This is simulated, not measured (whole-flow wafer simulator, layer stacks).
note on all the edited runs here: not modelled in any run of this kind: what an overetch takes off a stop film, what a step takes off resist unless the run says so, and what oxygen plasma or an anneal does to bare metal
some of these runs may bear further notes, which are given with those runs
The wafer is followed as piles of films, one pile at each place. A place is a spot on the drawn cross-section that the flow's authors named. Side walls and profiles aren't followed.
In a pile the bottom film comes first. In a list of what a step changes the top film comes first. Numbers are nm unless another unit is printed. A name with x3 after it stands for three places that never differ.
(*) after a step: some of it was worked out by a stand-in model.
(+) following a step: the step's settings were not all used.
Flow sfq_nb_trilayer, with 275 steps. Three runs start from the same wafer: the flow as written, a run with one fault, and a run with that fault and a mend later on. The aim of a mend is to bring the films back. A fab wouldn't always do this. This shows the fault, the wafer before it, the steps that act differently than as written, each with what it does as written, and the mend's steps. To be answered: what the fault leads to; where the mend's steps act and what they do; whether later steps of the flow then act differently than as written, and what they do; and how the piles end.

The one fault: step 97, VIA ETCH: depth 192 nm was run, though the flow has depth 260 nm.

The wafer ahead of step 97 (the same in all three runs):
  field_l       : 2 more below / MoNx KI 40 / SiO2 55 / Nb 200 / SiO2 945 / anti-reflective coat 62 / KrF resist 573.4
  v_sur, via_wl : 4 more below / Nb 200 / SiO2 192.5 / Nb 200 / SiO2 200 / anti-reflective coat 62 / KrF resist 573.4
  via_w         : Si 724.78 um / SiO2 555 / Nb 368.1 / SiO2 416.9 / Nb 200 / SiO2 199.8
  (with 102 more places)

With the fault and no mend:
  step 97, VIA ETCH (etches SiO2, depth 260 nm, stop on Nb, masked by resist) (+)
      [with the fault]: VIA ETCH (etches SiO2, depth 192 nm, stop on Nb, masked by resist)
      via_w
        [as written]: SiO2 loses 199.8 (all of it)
        [with the fault]: SiO2 loses 192
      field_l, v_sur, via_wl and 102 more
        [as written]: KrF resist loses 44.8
        [with the fault]: KrF resist loses 33.1
  Later steps of the flow acting differently than as written (not shown: 4 more steps that differ only slightly, by at most 2% or 0.5 nm, whichever is larger):
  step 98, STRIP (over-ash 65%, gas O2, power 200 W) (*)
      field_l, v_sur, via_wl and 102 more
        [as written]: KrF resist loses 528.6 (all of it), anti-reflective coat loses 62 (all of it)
        [with the fault]: KrF resist loses 540.3 (all of it), anti-reflective coat loses 62 (all of it)
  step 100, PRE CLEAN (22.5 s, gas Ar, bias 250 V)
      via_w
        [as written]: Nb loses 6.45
        [with the fault]: SiO2 loses 7.5
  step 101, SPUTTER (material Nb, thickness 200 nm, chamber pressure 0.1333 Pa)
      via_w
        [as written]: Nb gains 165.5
        [with the fault]: Nb gains 167 (new film)
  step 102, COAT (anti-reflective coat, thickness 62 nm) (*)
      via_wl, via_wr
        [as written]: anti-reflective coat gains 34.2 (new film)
        [with the fault]: anti-reflective coat gains 25.5 (new film)
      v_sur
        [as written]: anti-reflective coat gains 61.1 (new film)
        [with the fault]: anti-reflective coat gains 58.2 (new film)
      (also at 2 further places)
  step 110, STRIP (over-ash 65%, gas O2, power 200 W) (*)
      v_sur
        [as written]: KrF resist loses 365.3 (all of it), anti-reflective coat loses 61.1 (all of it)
        [with the fault]: KrF resist loses 366.5 (all of it), anti-reflective coat loses 58.2 (all of it)
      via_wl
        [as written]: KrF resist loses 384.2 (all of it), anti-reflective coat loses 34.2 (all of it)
        [with the fault]: KrF resist loses 390.8 (all of it), anti-reflective coat loses 25.5 (all of it)
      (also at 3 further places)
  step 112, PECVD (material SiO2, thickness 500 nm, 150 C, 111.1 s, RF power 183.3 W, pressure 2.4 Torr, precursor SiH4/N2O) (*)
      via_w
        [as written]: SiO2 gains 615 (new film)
        [with the fault]: SiO2 gains 582.2 (new film)
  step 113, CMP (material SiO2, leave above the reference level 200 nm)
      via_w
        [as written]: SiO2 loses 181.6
        [with the fault]: SiO2 loses 157.1
  The piles end different from the flow's at via_w by more than 2% or 0.5 nm, whichever is larger.
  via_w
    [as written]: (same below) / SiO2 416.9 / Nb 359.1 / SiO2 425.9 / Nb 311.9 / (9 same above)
    [with the fault]: (same below) / SiO2 416.9 / Nb 200 / SiO2 0.34 / Nb 167 / SiO2 417.6 / Nb 311.9 / (9 same above)

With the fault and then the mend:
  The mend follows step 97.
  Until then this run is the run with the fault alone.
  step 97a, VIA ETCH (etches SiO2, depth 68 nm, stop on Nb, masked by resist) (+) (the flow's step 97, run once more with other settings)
      field_l, v_sur, via_wl and 102 more
        KrF resist loses 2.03
      via_w
        SiO2 loses 7.84 (all of it)
  Later steps of the flow that are run all act as written at every place that is followed, up to a difference of at most 2% or 0.5 nm, whichever is larger.
  The piles end the same as the flow's at every place that both follow.
